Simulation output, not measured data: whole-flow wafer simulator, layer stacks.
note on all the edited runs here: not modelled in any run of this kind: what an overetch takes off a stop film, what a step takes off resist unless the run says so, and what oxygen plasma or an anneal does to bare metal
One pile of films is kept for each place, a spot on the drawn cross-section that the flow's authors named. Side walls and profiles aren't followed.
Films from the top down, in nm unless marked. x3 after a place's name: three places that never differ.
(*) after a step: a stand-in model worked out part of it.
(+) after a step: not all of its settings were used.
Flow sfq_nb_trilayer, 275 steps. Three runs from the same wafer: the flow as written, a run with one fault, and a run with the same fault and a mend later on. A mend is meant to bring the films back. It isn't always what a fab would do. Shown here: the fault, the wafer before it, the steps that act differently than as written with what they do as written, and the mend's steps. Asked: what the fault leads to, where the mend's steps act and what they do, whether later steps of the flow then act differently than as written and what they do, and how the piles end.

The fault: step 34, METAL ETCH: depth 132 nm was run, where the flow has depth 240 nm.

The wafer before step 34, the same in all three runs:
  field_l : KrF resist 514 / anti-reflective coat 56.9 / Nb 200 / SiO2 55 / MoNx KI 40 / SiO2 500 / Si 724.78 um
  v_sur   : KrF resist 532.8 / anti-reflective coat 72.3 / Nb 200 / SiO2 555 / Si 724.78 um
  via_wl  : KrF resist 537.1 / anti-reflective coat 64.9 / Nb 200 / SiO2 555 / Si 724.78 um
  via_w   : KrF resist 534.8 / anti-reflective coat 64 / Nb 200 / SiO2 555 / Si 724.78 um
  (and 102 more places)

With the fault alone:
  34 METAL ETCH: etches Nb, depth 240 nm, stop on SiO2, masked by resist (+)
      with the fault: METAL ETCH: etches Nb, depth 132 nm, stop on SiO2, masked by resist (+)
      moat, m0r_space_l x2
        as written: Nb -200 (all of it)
        with the fault: Nb -132
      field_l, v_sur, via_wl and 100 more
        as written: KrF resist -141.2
        with the fault: KrF resist -77.6
  Later steps of the flow that act differently than as written:
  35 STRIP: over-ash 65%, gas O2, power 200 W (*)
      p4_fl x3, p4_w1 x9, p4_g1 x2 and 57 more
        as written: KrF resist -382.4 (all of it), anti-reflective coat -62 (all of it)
        with the fault: KrF resist -445.9 (all of it), anti-reflective coat -62 (all of it)
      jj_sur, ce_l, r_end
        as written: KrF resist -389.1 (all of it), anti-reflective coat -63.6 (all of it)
        with the fault: KrF resist -452.6 (all of it), anti-reflective coat -63.6 (all of it)
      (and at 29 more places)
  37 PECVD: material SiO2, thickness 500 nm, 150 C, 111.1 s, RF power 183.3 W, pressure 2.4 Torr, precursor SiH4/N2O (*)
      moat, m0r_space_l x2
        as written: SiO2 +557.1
        with the fault: SiO2 +500 (new film)
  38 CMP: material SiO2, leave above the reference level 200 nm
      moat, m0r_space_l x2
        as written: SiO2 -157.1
        with the fault: SiO2 -168
  At the end the piles differ from the flow's by more than 2% or 0.5 nm, whichever is larger, at moat, m0r_space_l x2.
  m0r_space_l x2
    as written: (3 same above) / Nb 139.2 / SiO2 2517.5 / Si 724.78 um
    with the fault: (3 same above) / Nb 139.2 / SiO2 1894.5 / Nb 68 / SiO2 555 / Si 724.78 um
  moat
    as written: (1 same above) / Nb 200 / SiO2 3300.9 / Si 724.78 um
    with the fault: (1 same above) / Nb 200 / SiO2 2677.9 / Nb 68 / SiO2 555 / Si 724.78 um

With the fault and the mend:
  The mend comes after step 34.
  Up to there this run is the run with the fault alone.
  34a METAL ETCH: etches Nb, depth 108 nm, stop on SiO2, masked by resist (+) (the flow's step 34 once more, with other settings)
      field_l, v_sur, via_wl and 100 more
        KrF resist -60
      moat, m0r_space_l x2
        Nb -68 (all of it)
  No later step of the flow acts differently than as written, at any place that is followed, by more than 2% or 0.5 nm, whichever is larger.
  At the end the piles are the same as the flow's at every place that both follow.
